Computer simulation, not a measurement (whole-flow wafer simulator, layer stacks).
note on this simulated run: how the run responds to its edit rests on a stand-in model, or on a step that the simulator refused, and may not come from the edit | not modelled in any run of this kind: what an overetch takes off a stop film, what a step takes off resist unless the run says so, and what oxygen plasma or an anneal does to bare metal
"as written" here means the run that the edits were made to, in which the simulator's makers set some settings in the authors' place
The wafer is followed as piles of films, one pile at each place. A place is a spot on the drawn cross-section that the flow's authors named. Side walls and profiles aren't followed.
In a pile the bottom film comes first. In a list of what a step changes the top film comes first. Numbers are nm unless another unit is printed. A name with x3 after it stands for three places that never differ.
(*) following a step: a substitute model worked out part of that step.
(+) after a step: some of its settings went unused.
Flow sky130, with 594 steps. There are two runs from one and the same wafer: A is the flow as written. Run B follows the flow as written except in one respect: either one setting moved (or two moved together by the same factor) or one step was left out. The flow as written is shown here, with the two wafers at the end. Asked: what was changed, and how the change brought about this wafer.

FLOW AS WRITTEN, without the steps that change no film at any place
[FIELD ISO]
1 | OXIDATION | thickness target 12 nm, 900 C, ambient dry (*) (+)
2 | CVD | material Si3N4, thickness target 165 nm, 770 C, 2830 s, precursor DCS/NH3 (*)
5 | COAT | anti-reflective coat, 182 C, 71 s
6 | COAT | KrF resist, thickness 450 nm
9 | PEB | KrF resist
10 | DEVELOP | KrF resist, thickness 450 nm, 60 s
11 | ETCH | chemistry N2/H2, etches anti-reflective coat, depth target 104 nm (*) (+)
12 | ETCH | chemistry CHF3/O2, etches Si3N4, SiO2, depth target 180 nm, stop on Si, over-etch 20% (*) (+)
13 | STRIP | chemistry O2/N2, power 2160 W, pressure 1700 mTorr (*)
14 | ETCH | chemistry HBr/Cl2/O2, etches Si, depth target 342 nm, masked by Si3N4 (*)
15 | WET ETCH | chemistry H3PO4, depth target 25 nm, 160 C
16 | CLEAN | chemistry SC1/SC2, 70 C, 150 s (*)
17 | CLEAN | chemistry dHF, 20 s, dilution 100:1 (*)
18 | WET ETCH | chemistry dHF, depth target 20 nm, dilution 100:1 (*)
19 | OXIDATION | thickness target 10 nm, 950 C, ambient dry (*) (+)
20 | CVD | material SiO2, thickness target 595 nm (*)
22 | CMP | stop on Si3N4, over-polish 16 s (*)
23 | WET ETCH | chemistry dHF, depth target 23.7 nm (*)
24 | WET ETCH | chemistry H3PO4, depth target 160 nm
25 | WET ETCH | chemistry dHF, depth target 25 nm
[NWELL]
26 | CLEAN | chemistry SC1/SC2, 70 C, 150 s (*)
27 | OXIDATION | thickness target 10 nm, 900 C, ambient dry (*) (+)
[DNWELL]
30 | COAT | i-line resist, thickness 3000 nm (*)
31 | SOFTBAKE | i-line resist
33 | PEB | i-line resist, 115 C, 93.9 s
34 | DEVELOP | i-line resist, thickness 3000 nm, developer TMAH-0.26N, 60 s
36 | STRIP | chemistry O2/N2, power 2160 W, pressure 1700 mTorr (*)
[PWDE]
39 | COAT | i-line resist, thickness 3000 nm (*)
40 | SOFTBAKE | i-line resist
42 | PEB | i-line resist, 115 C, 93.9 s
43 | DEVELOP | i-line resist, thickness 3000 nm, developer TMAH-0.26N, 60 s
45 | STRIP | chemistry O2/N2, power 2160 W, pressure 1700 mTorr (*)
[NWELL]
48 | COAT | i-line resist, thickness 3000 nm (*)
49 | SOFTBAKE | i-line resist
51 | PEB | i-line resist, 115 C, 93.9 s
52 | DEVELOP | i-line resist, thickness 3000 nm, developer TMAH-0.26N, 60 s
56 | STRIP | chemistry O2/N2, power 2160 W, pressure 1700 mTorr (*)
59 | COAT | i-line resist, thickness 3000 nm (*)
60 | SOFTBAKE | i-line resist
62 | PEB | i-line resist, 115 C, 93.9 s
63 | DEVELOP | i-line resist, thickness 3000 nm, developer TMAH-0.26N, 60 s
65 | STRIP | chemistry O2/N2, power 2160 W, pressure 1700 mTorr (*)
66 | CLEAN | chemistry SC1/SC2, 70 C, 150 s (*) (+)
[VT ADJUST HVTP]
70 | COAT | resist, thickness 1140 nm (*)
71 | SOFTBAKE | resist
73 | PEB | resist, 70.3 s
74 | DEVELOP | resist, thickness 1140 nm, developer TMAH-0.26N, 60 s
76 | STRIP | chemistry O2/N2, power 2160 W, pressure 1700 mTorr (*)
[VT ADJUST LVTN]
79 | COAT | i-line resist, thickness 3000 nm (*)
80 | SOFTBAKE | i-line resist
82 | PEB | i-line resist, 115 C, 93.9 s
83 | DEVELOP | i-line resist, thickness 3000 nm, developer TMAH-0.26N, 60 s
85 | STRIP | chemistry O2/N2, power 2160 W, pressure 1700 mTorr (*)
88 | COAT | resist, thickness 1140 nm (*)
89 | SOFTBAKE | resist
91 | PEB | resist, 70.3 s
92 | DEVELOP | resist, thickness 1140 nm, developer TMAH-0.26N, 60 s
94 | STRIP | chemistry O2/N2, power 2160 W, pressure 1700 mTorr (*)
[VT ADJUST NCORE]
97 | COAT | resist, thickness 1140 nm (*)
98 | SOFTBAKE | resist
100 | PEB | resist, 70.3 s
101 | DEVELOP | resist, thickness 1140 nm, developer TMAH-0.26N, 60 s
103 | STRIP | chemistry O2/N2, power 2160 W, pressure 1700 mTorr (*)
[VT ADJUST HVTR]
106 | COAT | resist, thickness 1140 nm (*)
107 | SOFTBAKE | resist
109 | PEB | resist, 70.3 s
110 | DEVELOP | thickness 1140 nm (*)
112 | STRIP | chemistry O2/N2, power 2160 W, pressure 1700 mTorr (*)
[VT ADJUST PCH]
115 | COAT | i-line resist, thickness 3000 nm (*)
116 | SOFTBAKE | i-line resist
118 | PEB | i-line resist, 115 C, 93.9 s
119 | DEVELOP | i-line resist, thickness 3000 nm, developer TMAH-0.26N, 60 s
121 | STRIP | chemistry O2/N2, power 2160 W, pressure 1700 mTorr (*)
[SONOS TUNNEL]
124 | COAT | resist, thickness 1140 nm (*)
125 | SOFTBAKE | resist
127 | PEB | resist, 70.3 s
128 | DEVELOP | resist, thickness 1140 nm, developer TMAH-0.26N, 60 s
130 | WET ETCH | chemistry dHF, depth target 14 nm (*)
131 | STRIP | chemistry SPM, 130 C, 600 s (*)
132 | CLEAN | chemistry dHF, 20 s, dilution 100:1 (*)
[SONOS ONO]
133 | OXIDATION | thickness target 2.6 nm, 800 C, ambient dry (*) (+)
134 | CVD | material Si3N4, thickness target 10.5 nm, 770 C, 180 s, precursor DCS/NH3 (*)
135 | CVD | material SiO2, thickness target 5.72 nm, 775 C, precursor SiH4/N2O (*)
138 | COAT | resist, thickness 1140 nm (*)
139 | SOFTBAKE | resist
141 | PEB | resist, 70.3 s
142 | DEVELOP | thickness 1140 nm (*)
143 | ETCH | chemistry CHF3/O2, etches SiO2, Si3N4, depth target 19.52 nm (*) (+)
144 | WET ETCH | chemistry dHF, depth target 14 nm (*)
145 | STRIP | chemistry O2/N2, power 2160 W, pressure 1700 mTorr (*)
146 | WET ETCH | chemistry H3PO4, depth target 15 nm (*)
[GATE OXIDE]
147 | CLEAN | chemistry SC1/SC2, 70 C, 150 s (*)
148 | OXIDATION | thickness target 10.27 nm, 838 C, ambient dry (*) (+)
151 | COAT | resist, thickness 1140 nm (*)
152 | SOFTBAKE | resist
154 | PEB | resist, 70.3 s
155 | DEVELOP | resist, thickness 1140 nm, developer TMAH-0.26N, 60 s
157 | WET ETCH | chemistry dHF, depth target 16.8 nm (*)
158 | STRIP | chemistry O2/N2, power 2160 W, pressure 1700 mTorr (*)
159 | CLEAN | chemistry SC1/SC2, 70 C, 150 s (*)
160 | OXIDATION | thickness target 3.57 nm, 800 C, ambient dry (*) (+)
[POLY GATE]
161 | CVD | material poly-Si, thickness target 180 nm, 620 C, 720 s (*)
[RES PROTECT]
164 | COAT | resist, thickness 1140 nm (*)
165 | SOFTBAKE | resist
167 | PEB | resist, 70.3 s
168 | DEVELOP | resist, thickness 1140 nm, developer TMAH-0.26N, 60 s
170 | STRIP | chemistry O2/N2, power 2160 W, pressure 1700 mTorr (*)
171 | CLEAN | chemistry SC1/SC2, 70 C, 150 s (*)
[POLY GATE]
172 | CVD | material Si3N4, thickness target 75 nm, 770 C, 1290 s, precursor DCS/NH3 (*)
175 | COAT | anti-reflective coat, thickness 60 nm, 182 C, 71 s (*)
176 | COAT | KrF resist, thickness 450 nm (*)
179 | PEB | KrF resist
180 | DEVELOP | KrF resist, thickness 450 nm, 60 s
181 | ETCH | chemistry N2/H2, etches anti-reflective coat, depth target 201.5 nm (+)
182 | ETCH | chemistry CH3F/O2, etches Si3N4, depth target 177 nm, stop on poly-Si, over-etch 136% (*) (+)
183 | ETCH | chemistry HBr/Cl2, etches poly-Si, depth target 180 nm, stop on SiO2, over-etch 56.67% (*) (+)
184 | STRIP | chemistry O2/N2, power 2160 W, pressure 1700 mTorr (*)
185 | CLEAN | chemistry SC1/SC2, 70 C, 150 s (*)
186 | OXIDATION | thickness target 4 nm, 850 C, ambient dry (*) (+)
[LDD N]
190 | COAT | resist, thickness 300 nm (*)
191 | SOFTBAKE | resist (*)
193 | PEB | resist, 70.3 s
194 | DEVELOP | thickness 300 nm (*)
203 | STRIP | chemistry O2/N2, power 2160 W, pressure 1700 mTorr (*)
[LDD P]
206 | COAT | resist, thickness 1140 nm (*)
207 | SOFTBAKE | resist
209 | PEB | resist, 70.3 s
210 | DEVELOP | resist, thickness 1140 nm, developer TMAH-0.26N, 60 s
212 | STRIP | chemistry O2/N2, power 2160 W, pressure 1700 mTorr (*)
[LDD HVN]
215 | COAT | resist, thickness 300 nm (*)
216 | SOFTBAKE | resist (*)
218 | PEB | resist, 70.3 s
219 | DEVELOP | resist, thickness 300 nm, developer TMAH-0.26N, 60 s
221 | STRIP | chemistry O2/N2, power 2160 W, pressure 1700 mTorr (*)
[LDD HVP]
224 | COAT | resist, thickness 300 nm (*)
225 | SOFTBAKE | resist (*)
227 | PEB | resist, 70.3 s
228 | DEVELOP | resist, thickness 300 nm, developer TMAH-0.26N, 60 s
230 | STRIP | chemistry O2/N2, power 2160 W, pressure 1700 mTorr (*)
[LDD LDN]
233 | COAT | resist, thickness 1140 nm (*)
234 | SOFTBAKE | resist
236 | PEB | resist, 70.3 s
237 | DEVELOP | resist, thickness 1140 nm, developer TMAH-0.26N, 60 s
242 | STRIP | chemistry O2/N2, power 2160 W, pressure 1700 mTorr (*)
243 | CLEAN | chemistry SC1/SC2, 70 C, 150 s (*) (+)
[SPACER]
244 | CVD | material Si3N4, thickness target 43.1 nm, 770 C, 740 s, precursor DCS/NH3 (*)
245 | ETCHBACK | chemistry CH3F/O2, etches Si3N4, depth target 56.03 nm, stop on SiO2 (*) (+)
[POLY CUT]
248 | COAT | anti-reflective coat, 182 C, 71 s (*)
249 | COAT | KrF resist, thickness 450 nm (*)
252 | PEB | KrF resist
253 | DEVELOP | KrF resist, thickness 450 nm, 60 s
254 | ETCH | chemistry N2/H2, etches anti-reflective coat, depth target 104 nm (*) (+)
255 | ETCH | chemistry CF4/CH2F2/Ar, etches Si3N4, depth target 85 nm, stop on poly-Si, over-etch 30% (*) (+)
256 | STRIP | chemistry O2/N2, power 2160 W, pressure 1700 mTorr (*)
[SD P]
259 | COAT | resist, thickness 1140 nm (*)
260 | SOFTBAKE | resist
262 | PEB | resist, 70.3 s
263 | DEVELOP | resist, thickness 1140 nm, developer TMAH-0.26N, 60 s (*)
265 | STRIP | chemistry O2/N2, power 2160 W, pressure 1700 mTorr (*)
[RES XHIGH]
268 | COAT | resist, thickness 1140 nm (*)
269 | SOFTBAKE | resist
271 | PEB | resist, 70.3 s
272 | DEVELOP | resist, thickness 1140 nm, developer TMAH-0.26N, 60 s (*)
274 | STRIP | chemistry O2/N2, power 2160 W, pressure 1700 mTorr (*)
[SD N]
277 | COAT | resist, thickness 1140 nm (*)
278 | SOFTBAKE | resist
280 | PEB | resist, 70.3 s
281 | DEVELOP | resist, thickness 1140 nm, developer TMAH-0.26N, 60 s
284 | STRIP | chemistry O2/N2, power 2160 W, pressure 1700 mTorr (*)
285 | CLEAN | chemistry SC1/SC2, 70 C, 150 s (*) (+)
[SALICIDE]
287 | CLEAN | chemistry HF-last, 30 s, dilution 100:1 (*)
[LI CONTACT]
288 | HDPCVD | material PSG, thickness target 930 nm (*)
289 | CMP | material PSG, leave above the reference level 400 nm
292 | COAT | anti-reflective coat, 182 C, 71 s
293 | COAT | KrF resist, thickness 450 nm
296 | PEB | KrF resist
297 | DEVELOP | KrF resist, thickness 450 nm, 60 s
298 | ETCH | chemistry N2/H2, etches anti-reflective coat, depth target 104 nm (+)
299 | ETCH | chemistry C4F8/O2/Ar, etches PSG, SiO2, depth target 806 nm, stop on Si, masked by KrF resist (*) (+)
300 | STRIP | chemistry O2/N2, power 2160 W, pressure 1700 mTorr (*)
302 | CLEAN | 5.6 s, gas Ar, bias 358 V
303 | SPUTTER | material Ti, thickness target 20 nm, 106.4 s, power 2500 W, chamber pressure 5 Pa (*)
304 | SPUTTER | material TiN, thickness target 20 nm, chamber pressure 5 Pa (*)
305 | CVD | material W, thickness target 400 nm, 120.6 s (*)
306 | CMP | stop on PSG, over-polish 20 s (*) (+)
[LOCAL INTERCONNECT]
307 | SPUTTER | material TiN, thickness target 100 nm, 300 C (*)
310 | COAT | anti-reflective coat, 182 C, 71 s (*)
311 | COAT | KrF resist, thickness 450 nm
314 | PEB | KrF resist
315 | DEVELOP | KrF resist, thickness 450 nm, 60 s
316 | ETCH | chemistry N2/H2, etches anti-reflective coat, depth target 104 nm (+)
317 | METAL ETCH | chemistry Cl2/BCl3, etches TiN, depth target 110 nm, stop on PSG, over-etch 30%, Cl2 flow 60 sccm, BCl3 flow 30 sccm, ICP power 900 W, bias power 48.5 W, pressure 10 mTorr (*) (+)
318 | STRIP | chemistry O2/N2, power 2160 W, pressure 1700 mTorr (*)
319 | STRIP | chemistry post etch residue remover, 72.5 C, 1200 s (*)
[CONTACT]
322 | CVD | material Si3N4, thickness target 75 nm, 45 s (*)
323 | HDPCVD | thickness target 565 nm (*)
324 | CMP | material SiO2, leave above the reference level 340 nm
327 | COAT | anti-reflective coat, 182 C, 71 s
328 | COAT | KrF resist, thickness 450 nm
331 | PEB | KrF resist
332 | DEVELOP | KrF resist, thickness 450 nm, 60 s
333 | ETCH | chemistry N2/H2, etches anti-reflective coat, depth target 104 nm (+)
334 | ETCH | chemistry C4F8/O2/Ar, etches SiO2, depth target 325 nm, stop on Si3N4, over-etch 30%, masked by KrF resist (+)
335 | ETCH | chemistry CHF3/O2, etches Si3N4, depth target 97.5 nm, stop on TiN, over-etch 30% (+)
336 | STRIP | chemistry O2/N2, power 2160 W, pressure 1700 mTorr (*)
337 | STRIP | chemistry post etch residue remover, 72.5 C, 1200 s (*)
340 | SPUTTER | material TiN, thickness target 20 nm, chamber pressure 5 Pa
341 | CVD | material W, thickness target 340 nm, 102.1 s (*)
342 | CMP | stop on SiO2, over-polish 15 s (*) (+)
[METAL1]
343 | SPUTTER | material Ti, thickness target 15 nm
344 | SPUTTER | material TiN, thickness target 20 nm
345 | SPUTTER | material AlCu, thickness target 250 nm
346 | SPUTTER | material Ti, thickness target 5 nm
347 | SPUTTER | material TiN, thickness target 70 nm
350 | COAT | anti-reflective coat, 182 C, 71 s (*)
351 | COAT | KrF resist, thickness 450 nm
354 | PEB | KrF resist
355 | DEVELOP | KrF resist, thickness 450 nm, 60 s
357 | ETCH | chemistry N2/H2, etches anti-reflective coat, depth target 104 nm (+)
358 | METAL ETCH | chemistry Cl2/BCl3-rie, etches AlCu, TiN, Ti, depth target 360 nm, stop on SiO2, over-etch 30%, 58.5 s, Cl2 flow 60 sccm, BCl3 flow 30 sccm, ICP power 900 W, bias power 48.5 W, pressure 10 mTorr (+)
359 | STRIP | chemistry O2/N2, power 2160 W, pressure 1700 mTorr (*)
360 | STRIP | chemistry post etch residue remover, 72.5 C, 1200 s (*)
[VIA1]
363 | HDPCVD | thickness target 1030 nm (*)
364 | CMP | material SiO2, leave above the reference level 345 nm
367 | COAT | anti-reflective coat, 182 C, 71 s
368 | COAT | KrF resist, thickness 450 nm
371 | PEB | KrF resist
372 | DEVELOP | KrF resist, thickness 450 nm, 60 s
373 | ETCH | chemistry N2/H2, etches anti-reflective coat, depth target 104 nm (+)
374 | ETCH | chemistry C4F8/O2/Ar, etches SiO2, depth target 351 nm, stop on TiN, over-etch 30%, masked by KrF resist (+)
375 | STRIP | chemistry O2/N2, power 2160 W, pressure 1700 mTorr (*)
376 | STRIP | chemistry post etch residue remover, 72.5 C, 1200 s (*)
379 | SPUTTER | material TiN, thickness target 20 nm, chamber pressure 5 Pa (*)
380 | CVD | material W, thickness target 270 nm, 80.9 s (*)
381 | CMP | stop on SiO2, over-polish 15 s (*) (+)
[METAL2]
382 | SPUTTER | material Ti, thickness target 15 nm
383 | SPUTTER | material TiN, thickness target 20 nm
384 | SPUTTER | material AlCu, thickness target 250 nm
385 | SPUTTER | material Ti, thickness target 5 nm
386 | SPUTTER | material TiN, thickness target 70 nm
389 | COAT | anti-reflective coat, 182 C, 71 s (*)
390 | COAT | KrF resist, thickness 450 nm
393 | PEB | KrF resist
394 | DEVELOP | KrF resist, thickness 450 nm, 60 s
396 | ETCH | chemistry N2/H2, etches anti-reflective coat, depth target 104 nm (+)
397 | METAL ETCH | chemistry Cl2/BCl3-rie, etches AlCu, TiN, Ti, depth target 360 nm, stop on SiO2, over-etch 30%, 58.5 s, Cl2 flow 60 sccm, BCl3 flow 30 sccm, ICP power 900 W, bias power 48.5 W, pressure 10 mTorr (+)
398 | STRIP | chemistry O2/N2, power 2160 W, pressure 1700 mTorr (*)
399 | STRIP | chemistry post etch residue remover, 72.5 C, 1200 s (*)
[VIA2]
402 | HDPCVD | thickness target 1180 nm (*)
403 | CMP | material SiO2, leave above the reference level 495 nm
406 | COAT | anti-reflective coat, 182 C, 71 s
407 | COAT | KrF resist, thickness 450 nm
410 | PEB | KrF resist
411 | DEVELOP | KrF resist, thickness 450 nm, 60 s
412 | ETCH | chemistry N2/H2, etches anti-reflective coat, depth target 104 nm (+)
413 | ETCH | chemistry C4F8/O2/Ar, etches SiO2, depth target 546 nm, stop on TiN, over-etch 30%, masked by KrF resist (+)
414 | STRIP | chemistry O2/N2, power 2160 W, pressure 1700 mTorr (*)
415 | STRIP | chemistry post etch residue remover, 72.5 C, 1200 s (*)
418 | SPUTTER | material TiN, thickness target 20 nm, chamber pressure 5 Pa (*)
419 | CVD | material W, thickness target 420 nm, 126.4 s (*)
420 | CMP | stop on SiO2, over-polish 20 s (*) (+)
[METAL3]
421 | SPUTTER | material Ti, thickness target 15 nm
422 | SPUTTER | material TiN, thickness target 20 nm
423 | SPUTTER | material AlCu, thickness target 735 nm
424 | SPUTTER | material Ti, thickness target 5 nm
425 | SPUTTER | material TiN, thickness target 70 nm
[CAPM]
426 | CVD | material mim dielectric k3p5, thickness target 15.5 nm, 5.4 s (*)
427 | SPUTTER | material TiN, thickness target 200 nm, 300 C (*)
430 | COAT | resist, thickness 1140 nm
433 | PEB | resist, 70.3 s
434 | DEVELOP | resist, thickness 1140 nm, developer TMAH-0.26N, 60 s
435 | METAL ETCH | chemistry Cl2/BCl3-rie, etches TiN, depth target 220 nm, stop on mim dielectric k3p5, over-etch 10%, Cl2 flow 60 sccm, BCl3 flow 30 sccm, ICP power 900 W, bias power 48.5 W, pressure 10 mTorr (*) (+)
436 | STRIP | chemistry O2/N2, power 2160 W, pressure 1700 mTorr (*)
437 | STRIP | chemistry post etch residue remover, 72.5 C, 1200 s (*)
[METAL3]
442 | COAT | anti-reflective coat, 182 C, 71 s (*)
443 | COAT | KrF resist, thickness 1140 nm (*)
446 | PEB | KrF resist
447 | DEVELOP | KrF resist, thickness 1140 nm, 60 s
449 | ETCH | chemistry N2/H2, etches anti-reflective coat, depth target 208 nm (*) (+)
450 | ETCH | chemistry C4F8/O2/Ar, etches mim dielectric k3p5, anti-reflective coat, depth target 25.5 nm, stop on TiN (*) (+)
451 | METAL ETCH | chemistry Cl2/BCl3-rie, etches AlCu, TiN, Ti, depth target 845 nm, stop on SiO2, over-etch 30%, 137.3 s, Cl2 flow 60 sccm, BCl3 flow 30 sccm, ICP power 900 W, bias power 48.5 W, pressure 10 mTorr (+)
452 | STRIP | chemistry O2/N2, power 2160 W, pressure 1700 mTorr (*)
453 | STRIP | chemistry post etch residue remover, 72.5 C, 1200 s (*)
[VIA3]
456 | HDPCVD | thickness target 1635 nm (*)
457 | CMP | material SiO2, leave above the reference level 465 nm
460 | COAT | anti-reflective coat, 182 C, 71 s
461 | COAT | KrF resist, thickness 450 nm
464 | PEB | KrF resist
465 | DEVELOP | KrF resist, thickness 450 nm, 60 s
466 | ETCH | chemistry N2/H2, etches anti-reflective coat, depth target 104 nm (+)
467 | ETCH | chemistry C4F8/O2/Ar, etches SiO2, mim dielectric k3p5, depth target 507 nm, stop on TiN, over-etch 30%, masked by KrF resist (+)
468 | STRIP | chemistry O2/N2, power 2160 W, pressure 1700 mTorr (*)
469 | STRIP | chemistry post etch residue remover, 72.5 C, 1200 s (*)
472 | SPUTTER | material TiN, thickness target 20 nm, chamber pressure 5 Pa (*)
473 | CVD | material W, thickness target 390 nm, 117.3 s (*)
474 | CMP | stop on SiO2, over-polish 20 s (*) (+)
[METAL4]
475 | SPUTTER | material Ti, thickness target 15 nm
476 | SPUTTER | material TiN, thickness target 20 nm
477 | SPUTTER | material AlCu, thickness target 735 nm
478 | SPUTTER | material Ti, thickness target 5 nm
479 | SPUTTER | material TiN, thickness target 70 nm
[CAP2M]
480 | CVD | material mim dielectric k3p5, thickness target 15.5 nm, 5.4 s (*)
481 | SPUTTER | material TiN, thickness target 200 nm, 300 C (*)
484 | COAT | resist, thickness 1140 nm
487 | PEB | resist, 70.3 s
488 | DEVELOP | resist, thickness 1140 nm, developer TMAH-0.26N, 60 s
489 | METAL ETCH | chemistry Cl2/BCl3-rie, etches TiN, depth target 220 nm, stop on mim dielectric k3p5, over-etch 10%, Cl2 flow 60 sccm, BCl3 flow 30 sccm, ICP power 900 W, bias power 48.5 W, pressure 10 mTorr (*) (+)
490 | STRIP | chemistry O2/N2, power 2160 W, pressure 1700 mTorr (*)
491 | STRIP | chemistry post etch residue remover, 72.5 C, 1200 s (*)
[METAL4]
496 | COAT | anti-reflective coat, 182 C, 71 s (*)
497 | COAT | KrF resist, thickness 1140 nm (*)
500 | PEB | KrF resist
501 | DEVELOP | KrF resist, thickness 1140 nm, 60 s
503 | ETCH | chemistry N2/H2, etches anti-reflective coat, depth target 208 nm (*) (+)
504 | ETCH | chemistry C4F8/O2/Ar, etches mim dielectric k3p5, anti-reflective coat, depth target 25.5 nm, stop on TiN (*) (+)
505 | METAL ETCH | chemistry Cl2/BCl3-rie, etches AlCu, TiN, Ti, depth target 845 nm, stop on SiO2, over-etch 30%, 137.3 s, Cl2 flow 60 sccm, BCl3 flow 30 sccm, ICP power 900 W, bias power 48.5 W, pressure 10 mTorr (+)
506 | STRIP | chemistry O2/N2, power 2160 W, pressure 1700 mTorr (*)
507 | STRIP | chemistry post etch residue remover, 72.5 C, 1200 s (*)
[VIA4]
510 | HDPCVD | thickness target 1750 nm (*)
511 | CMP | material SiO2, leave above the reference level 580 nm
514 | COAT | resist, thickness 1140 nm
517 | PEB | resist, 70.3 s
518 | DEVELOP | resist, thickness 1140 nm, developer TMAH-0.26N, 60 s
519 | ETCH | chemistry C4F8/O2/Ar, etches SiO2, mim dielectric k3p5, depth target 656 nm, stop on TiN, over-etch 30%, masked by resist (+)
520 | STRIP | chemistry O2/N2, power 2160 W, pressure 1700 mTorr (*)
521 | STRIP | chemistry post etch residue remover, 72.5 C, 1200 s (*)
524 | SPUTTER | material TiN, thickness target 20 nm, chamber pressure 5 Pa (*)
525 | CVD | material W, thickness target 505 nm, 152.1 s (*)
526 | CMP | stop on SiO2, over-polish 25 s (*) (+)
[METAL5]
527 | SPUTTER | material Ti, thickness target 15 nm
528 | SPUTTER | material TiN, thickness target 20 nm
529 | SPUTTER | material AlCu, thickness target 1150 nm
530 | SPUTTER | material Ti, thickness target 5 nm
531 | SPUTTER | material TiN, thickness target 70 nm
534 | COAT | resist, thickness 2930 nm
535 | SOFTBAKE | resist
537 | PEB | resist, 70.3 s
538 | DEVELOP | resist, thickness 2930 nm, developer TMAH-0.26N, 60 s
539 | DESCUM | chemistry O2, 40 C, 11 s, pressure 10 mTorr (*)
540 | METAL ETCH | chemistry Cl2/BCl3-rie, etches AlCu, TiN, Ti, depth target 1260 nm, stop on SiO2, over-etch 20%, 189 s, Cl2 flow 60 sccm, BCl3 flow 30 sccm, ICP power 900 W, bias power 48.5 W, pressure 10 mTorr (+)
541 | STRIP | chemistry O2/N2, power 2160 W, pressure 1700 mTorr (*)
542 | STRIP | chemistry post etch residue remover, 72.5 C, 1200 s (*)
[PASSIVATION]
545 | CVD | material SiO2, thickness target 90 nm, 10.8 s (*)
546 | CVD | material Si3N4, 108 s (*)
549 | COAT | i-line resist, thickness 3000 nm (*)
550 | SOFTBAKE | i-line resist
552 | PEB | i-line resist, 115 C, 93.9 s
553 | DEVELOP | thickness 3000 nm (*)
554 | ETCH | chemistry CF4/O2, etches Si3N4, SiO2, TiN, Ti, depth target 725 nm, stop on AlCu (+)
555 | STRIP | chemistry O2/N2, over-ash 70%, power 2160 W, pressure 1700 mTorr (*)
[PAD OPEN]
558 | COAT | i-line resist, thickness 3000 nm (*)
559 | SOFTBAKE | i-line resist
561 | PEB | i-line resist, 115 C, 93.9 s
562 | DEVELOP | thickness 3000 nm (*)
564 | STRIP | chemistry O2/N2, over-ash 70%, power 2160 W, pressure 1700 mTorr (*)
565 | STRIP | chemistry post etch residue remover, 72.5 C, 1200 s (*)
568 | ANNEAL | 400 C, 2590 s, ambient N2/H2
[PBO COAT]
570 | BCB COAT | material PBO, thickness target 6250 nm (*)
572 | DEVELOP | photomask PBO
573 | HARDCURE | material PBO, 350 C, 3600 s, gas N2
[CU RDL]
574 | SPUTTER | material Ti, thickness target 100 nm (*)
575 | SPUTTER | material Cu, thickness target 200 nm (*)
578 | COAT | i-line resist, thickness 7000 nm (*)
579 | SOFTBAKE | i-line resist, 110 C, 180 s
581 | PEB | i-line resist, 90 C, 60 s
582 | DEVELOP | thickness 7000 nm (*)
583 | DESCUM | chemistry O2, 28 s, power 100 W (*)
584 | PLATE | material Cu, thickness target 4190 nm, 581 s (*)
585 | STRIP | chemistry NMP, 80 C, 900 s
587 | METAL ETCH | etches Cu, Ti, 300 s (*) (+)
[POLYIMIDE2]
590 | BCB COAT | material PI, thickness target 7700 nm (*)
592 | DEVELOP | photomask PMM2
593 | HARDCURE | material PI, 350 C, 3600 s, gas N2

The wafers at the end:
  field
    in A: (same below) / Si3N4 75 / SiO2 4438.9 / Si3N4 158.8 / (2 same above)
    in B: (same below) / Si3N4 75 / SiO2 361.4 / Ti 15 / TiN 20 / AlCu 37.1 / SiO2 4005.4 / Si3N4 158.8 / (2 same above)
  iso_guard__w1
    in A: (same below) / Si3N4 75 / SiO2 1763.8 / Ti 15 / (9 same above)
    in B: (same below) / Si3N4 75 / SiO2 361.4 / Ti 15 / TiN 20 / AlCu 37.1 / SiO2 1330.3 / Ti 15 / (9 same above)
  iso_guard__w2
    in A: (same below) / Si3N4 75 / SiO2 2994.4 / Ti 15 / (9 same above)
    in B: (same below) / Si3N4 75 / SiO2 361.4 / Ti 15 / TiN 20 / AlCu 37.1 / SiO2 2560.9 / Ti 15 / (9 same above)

Cause: step 358, METAL ETCH: depth target 216 nm was run, whereas the flow has depth target 360 nm; step 358, METAL ETCH: 35.1 s was run, where the flow has 58.5 s.

The path from the change to this, step by step:
  358 | METAL ETCH | chemistry Cl2/BCl3-rie, etches AlCu, TiN, Ti, depth target 360 nm, stop on SiO2, over-etch 30%, 58.5 s, Cl2 flow 60 sccm, BCl3 flow 30 sccm, ICP power 900 W, bias power 48.5 W, pressure 10 mTorr (+)
      field, active, gate and 81 more: A -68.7 TiN (all of it), -5 Ti (all of it), -250 AlCu (all of it), -20 TiN (all of it), -15 Ti (all of it), -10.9 SiO2 | B -68.7 TiN (all of it), -5 Ti (all of it), -207.1 AlCu
      n_well, p_well, gate_hv and 104 more: A -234 KrF resist | B -140.4 KrF resist
  359 | STRIP | chemistry O2/N2, power 2160 W, pressure 1700 mTorr (*)
      n_well, p_well, gate_hv and 100 more: A -143.8 KrF resist (all of it), -80 anti-reflective coat (all of it) | B -237.4 KrF resist (all of it), -80 anti-reflective coat (all of it)
      poly_licon, ndiff_licon, ndiff_licon_cpp, rpo_hd_licon: A -143.9 KrF resist (all of it), -80.5 anti-reflective coat (all of it) | B -237.5 KrF resist (all of it), -80.5 anti-reflective coat (all of it)
  360 | STRIP | chemistry post etch residue remover, 72.5 C, 1200 s (*)
      field, active, gate and 81 more: A nothing | B -5.72 AlCu
  363 | HDPCVD | thickness target 1030 nm (*)
      field, active, gate and 81 more: A +1030 SiO2 | B +1030 SiO2 (new film)
  364 | CMP | material SiO2, leave above the reference level 345 nm
      field, active, gate and 81 more: A -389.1 SiO2 | B -472.1 SiO2
Taking metal films that touch as one body, field has 1 body; the flow as written gives 0 bodies.
Taking metal films that touch as one body, iso_guard__w1 has 2 bodies (between them, from the top down: SiO2 1330.3); the flow as written gives 1 body.
Taking metal films that touch as one body, iso_guard__w2 has 2 bodies (between them, from the top down: SiO2 2560.9); the flow as written gives 1 body.
